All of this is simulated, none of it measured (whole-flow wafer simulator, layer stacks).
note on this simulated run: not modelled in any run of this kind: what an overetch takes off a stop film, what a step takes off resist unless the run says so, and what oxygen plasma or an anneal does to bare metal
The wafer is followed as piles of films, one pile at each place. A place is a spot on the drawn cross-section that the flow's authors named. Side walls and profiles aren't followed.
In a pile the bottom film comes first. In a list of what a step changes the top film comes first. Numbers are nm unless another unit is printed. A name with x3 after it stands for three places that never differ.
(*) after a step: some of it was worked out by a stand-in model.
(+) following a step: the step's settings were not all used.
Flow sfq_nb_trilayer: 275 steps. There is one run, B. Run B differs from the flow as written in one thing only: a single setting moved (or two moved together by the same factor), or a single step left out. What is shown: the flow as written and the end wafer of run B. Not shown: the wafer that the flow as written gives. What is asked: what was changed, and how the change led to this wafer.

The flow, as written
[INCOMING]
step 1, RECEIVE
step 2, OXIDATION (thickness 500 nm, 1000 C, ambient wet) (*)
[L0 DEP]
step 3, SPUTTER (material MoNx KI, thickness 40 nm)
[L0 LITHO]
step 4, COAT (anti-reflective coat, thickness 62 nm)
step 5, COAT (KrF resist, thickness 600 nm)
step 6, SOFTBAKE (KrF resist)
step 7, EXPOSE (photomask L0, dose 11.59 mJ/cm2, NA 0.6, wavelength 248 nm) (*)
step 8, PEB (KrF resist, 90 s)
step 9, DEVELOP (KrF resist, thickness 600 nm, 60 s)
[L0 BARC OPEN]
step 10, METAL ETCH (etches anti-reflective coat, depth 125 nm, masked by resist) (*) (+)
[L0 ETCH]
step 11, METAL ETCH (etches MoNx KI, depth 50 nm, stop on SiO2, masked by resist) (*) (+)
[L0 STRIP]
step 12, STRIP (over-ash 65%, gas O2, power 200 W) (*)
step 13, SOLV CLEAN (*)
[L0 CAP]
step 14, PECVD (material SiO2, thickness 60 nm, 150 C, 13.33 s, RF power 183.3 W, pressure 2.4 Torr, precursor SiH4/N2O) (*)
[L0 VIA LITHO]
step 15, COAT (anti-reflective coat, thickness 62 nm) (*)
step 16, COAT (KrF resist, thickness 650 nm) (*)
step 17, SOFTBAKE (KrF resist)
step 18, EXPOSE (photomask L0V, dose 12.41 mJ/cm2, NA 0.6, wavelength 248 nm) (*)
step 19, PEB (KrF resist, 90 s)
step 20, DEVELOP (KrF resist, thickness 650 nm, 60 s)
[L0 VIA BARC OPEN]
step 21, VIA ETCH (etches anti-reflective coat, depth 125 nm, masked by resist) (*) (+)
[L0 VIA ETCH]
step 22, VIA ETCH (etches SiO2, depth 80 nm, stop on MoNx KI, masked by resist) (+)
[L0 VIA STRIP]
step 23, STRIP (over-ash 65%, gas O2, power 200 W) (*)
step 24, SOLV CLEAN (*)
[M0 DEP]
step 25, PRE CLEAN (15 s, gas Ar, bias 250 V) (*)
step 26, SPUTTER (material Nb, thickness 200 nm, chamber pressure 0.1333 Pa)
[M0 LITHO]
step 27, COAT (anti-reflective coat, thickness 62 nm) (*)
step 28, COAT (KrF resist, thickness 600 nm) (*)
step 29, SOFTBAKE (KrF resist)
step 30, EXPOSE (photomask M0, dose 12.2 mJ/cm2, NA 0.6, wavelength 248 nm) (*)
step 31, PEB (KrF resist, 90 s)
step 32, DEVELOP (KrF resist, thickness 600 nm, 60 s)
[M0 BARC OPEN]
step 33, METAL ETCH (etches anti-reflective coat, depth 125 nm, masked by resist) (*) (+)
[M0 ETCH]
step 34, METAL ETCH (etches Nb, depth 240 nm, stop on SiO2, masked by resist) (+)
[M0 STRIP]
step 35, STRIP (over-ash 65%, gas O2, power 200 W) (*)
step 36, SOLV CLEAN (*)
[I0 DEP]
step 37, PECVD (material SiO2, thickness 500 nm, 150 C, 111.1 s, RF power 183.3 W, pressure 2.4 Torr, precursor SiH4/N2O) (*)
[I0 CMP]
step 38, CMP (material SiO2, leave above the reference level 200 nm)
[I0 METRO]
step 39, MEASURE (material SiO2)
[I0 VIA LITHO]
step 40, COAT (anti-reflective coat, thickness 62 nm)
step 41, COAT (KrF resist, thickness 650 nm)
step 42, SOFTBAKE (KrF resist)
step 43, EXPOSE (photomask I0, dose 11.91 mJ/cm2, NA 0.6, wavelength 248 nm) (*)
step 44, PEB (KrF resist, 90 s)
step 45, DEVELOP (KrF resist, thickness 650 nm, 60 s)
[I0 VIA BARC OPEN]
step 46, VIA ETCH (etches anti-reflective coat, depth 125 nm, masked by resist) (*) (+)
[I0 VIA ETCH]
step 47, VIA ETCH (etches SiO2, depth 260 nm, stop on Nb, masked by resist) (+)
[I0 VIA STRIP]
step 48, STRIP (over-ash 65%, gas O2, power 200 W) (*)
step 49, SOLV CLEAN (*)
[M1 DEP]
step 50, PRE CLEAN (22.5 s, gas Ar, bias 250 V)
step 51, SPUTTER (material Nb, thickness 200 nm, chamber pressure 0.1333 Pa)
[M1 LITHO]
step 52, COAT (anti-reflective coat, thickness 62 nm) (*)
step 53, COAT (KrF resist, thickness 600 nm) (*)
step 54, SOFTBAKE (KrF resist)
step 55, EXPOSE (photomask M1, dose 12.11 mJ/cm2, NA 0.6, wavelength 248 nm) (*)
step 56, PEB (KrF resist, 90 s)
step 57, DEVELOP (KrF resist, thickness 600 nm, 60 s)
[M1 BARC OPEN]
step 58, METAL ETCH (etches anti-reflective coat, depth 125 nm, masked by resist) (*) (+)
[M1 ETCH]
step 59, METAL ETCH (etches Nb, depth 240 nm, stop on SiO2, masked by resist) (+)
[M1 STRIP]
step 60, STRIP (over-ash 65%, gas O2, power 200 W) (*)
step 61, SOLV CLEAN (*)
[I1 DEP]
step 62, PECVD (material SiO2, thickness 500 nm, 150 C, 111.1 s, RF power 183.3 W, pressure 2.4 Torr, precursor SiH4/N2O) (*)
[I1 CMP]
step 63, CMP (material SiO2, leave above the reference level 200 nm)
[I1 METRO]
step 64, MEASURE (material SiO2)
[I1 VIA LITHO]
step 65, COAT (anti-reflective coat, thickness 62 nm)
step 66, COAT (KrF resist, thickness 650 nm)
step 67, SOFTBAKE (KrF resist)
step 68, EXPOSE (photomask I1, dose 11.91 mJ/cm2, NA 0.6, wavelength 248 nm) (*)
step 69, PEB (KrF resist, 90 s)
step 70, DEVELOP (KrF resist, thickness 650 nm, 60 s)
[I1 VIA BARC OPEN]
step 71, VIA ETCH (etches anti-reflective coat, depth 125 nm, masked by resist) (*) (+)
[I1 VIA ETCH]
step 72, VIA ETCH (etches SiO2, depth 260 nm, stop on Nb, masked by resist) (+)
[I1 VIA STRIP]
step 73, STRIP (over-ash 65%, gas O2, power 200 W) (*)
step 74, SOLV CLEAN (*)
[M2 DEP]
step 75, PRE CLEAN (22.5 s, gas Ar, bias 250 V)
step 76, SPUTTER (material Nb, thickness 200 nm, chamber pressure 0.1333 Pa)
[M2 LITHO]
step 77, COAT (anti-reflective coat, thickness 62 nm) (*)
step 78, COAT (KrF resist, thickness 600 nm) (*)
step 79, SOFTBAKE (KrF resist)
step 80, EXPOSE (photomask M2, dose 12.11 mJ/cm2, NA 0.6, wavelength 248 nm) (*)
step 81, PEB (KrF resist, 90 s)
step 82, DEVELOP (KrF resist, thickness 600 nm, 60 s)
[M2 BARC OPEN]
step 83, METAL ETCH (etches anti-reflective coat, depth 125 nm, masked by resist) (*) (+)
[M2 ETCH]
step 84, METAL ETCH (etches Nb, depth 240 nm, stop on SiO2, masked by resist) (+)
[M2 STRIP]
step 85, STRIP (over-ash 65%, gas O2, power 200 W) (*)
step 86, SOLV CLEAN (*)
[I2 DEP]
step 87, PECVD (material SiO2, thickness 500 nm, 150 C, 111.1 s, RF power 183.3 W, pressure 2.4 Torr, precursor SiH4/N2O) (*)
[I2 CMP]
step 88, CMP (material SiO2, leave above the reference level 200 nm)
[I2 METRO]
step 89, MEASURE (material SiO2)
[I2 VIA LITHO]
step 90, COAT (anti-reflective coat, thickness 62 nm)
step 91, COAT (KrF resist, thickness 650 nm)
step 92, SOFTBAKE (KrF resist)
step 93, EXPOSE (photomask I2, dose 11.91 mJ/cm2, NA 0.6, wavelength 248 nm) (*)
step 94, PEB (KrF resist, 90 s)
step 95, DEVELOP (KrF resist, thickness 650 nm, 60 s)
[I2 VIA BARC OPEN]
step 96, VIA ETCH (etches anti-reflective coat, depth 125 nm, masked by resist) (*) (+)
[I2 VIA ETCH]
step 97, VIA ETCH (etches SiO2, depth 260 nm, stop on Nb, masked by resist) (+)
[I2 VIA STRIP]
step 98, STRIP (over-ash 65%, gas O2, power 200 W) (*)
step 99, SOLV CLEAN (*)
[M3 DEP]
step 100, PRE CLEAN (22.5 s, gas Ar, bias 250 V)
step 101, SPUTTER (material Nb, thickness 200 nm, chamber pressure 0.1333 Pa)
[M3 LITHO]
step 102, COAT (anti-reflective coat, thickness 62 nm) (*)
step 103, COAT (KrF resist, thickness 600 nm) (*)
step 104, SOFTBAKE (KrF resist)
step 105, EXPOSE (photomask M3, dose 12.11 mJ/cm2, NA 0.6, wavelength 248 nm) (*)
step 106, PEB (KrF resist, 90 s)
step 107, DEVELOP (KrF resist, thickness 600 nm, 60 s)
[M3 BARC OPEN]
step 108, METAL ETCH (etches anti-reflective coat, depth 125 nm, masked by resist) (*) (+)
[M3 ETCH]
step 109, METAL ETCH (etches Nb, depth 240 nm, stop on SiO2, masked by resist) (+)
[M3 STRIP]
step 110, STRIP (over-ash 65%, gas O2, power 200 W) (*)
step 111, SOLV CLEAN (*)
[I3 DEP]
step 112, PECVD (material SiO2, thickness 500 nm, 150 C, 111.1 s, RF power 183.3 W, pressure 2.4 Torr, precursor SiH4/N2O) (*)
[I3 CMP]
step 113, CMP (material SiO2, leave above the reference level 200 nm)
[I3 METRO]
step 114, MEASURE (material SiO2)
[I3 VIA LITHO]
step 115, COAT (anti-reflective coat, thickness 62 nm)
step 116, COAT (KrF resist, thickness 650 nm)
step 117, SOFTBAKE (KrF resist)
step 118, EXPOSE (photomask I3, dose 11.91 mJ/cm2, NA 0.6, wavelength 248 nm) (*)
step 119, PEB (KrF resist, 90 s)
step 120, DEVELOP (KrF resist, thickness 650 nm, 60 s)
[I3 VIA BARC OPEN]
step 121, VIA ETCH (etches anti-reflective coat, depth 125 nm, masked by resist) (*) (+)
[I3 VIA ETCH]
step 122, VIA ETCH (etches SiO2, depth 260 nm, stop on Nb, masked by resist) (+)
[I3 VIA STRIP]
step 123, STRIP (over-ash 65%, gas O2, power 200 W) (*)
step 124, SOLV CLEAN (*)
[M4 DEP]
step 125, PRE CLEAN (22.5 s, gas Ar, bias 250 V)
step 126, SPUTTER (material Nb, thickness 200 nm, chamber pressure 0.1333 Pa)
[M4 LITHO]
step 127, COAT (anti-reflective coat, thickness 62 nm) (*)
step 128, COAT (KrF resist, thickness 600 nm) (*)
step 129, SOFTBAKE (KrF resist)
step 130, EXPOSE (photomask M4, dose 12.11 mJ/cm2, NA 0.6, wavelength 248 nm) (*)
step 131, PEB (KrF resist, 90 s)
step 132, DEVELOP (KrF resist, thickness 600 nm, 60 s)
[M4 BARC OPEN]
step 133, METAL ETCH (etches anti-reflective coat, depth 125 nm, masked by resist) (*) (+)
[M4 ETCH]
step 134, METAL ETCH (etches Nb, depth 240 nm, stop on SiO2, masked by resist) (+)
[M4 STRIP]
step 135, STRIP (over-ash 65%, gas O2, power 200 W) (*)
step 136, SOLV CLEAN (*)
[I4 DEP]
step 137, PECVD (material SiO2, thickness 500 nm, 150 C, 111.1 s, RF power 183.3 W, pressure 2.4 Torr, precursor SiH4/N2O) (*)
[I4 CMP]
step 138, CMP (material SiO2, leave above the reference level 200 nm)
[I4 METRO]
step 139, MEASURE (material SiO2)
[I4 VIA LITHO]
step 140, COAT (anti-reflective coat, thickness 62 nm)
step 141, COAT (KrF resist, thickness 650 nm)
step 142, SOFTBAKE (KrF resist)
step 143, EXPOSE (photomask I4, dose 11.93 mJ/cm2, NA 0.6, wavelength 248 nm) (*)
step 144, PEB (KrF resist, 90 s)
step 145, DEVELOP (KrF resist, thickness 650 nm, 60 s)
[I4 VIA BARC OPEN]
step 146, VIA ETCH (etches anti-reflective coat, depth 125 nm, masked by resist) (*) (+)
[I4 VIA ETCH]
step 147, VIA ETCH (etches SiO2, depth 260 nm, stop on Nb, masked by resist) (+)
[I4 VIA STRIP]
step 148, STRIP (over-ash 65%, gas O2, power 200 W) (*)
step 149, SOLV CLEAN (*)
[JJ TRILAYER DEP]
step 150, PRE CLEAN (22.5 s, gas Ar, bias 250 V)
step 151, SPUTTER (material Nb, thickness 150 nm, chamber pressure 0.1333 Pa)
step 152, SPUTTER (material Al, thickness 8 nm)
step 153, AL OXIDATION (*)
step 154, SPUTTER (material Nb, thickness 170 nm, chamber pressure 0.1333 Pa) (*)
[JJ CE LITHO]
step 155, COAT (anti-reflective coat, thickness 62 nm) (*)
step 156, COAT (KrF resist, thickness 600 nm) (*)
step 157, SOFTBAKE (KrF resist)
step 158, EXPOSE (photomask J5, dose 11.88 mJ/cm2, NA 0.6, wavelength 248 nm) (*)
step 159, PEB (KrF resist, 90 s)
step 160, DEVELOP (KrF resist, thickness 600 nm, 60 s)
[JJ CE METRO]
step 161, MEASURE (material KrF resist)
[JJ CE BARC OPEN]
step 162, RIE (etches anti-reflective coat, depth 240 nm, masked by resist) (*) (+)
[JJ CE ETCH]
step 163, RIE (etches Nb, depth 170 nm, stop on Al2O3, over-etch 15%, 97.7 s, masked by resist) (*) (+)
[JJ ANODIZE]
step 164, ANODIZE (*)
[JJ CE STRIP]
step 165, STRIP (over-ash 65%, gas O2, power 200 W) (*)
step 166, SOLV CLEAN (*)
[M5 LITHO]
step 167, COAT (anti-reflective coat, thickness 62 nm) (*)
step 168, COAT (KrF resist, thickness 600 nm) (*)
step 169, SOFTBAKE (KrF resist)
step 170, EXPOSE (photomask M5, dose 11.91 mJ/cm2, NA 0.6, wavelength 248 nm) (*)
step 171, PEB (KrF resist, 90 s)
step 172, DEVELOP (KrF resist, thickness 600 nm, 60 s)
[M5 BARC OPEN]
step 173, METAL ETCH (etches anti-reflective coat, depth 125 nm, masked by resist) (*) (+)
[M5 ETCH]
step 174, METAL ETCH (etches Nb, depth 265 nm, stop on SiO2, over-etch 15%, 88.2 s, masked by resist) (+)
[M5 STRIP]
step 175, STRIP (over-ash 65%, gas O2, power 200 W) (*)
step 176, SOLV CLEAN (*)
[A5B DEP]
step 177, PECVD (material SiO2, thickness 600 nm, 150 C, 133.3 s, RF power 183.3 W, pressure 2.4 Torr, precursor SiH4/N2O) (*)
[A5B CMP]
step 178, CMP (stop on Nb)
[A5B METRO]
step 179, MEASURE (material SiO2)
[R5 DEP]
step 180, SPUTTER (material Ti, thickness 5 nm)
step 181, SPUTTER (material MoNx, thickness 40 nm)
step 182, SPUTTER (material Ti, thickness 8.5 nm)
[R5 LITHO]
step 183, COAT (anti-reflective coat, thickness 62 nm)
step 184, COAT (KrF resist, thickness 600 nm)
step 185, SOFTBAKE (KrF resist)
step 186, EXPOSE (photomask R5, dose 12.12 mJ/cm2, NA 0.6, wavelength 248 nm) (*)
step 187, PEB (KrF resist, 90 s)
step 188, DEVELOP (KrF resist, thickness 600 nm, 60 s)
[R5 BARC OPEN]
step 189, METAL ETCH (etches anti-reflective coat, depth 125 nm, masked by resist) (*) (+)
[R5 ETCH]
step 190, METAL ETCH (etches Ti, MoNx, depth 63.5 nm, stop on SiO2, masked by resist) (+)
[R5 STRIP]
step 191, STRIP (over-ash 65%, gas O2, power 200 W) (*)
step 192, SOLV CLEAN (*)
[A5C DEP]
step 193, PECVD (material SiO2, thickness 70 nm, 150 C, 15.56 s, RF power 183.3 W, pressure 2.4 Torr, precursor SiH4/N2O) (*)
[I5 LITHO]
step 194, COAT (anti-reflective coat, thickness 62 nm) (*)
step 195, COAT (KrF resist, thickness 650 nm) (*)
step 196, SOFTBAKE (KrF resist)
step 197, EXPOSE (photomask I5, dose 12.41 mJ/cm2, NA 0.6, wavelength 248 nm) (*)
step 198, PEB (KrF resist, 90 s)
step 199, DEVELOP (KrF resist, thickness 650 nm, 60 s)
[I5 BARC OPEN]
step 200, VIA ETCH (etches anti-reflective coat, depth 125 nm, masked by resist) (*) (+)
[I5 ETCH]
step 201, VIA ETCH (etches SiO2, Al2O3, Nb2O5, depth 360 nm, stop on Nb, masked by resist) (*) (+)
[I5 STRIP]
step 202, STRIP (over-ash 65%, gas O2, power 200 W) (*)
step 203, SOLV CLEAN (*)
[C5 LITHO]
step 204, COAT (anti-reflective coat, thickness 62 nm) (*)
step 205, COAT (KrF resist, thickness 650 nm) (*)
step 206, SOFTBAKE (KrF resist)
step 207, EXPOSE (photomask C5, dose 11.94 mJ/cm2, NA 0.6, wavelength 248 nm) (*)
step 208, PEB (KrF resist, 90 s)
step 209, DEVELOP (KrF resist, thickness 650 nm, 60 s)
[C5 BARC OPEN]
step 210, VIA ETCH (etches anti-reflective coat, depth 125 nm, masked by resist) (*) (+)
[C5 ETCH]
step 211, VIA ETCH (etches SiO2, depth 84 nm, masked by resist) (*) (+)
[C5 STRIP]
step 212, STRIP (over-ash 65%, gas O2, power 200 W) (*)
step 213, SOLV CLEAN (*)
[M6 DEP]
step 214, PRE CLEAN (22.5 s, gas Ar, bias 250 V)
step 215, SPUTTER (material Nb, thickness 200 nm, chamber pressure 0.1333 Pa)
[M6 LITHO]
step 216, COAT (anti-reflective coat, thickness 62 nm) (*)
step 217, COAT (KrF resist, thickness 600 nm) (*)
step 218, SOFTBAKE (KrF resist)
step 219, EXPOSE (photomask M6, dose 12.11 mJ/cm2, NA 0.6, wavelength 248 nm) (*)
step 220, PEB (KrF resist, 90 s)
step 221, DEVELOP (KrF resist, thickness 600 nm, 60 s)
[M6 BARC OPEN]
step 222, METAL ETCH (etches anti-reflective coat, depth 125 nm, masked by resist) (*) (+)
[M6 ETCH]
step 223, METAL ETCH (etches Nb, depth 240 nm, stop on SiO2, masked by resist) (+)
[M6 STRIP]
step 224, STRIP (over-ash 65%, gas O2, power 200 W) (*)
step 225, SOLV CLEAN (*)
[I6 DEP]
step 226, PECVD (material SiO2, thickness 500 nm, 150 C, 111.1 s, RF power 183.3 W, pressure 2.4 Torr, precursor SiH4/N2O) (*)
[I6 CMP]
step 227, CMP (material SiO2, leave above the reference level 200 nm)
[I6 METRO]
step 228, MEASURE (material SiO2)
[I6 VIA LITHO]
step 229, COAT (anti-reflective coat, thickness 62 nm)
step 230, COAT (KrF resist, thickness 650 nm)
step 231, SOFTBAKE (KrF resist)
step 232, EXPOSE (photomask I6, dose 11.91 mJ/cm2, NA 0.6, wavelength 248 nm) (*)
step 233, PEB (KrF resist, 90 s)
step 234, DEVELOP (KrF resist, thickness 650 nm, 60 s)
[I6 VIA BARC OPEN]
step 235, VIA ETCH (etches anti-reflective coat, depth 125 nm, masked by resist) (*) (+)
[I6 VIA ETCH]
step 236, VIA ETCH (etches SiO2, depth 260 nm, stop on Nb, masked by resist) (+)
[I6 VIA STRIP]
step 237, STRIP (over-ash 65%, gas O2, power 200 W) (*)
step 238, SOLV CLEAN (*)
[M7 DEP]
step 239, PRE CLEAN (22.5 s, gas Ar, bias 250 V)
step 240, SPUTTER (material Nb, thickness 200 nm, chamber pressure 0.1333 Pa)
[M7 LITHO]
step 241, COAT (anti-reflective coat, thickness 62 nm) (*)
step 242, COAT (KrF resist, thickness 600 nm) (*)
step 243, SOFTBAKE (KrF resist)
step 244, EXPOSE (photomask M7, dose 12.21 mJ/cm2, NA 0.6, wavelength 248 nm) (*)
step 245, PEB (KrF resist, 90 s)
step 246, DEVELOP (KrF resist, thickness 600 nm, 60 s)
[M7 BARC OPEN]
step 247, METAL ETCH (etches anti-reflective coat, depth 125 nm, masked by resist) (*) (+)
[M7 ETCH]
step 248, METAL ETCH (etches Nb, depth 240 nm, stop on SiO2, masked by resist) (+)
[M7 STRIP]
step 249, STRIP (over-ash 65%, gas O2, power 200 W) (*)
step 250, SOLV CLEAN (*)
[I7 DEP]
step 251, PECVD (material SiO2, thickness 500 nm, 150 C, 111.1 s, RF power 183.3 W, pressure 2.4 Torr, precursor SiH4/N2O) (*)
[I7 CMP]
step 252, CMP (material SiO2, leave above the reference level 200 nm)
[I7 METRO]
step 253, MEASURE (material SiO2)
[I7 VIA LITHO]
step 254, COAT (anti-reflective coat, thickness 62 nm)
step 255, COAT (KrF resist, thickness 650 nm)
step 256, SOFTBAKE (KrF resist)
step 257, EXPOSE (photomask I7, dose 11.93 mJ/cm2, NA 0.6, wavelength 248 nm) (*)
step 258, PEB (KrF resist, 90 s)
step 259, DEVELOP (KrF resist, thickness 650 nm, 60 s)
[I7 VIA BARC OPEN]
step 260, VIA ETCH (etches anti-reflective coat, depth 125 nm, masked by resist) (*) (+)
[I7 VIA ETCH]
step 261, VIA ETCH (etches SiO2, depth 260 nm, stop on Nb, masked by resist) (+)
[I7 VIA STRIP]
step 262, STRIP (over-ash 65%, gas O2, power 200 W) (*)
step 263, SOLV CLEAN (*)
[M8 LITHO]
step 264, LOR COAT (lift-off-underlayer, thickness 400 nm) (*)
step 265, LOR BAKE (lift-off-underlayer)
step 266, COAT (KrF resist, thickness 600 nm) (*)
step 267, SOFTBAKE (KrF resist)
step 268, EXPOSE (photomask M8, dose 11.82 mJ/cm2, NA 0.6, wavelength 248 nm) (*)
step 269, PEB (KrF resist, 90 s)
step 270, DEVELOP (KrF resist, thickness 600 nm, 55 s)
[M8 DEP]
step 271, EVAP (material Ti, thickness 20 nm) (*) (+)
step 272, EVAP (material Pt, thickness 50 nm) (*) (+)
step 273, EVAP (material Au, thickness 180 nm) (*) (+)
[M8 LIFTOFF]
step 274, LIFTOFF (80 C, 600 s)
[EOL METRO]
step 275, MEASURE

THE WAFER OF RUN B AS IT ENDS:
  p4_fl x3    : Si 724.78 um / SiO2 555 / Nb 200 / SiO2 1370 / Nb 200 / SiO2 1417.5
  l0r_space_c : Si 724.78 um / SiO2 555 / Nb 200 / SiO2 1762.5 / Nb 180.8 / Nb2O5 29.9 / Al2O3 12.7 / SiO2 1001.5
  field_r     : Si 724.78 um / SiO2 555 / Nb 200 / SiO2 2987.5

Cause: step 151, SPUTTER: thickness 191.6 nm was run, while the flow as written has thickness 150 nm.

Step by step, how the change led to this:
  step 151, SPUTTER (material Nb, thickness 150 nm, chamber pressure 0.1333 Pa)
      field_l, v_sur, via_sp and 100 more: +191.6 Nb (new film) (as written it would have been: +150 Nb (new film))
      via_wl, via_w, via_wr: +167 Nb (as written it would have been: +130.4 Nb)
  step 155, COAT (anti-reflective coat, thickness 62 nm) (*)
      via_wl, via_wr: +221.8 anti-reflective coat (new film) (as written it would have been: +209.4 anti-reflective coat (new film))
      via_w: +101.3 anti-reflective coat (new film) (as written it would have been: +97.4 anti-reflective coat (new film))
  step 162, RIE (etches anti-reflective coat, depth 240 nm, masked by resist) (*) (+)
      ce_l, c5j, ce_r, wl_jj: -221.8 KrF resist (as written it would have been: -209.4 KrF resist)
      via_wl, via_wr: -221.8 anti-reflective coat (all of it) (as written it would have been: -209.4 anti-reflective coat (all of it))
      (as well as at 1 more place)
  step 164, ANODIZE (*)
      via_wl, via_wr: +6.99 Al2O3 (new film), +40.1 Nb2O5 (new film), -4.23 Al (all of it), -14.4 Nb (as written it would have been: +7.52 Al2O3 (new film), +39.2 Nb2O5 (new film), -4.56 Al (all of it), -14.1 Nb)
  step 165, STRIP (over-ash 65%, gas O2, power 200 W) (*)
      ce_l: -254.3 KrF resist (all of it), -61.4 anti-reflective coat (all of it) (as written it would have been: -266.8 KrF resist (all of it), -61.4 anti-reflective coat (all of it))
      c5j: -254.4 KrF resist (all of it), -61.5 anti-reflective coat (all of it) (as written it would have been: -266.9 KrF resist (all of it), -61.5 anti-reflective coat (all of it))
      (as well as at 2 more places)
  step 167, COAT (anti-reflective coat, thickness 62 nm) (*)
      v_sur: +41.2 anti-reflective coat (new film) (as written it would have been: +44.9 anti-reflective coat (new film))
      via_wl: +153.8 anti-reflective coat (new film) (as written it would have been: +170.5 anti-reflective coat (new film))
      (as well as at 3 more places)
  step 168, COAT (KrF resist, thickness 600 nm) (*)
      via_wl: +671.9 KrF resist (new film) (as written it would have been: +656 KrF resist (new film))
      via_wr: +672.8 KrF resist (new film) (as written it would have been: +656.6 KrF resist (new film))
  step 174, METAL ETCH (etches Nb, depth 265 nm, stop on SiO2, over-etch 15%, 88.2 s, masked by resist) (+)
      field_l, r_sur, res and 49 more: -12.6 Al2O3 (all of it), -29.9 Nb2O5 (all of it), -180.8 Nb (all of it), -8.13 SiO2 (as written it would have been: -12.6 Al2O3 (all of it), -29.9 Nb2O5 (all of it), -139.2 Nb (all of it), -12.3 SiO2)
      wl_a_sl: -12.6 Al2O3 (all of it), -29.9 Nb2O5 (all of it), -180.8 Nb (all of it), -8.14 SiO2 (as written it would have been: -12.6 Al2O3 (all of it), -29.9 Nb2O5 (all of it), -139.2 Nb (all of it), -12.3 SiO2)
  step 175, STRIP (over-ash 65%, gas O2, power 200 W) (*)
      v_sur: -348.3 KrF resist (all of it), -41.2 anti-reflective coat (all of it) (as written it would have been: -349.2 KrF resist (all of it), -44.9 anti-reflective coat (all of it))
      via_wl: -442.9 KrF resist (all of it), -153.8 anti-reflective coat (all of it) (as written it would have been: -427 KrF resist (all of it), -170.5 anti-reflective coat (all of it))
      (as well as at 3 more places)
  step 178, CMP (stop on Nb)
      field_l, p4_fl x3, p4_w1 x9 and 29 more: -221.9 SiO2 (as written it would have been: -259.3 SiO2)
      r_sur, res, r_end, moat, field_r, lsp_l: -213.5 SiO2 (as written it would have been: -252.3 SiO2)
      (as well as at 8 more places)
